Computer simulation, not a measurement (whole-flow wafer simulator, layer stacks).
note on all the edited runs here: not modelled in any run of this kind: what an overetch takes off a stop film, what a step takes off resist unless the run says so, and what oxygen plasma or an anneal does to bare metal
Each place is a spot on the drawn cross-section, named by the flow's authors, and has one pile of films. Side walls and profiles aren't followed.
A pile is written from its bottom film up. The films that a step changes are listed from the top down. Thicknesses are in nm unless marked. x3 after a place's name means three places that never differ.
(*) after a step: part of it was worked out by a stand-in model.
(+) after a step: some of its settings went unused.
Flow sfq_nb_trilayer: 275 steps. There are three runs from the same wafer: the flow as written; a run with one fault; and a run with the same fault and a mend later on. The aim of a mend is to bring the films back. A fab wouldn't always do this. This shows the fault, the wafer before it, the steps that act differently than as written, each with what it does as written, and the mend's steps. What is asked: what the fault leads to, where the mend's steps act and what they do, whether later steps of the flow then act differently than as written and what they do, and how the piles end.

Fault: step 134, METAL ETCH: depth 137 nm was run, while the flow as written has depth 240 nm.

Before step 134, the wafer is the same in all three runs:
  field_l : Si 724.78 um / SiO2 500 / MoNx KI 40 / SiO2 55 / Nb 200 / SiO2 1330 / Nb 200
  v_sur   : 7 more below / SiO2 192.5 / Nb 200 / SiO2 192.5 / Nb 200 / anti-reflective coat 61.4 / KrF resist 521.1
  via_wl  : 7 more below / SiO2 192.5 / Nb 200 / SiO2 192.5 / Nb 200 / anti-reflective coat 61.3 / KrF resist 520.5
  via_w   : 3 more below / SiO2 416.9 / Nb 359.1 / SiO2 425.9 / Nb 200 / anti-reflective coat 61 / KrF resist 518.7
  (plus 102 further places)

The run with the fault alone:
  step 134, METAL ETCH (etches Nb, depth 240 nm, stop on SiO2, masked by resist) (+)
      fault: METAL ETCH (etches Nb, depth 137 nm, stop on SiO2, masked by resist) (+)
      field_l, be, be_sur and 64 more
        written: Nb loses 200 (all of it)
        fault: Nb loses 137
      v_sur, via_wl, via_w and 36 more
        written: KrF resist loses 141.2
        fault: KrF resist loses 80.6
  Later steps of the flow acting differently than as written:
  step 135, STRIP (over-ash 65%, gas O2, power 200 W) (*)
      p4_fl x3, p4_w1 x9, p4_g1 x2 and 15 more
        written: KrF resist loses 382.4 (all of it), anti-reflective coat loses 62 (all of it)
        fault: KrF resist loses 443 (all of it), anti-reflective coat loses 62 (all of it)
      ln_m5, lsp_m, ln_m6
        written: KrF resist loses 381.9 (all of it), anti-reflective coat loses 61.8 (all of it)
        fault: KrF resist loses 442.5 (all of it), anti-reflective coat loses 61.8 (all of it)
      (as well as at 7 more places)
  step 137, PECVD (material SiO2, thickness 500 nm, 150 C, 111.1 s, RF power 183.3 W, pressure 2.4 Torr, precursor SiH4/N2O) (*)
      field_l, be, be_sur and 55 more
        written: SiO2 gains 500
        fault: SiO2 gains 500 (new film)
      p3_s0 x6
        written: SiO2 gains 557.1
        fault: SiO2 gains 500 (new film)
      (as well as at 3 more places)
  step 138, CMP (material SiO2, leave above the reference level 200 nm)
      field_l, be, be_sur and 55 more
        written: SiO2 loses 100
        fault: SiO2 loses 163
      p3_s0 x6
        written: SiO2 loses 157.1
        fault: SiO2 loses 163
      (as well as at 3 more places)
  The piles end different from the flow's at field_l, be, be_sur and 64 more by more than 2% or 0.5 nm, whichever is larger.
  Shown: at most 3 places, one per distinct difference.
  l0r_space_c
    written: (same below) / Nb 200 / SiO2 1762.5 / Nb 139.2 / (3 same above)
    fault: (same below) / Nb 200 / SiO2 1370 / Nb 63 / SiO2 329.5 / Nb 139.2 / (3 same above)
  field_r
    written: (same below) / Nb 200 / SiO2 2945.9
    fault: (same below) / Nb 200 / SiO2 1370 / Nb 63 / SiO2 1512.9
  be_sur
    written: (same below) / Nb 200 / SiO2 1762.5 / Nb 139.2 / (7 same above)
    fault: (same below) / Nb 200 / SiO2 1370 / Nb 63 / SiO2 329.5 / Nb 139.2 / (7 same above)

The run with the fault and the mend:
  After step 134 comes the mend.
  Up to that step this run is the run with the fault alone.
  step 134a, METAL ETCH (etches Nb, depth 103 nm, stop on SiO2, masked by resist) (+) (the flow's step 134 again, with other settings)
      field_l, be, be_sur and 64 more
        Nb loses 63 (all of it)
      v_sur, via_wl, via_w and 36 more
        KrF resist loses 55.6
  Later steps of the flow that are run all act as written at every place that is followed, up to a difference of at most 2% or 0.5 nm, whichever is larger.
  The piles end the same as the flow's at every place that both follow.
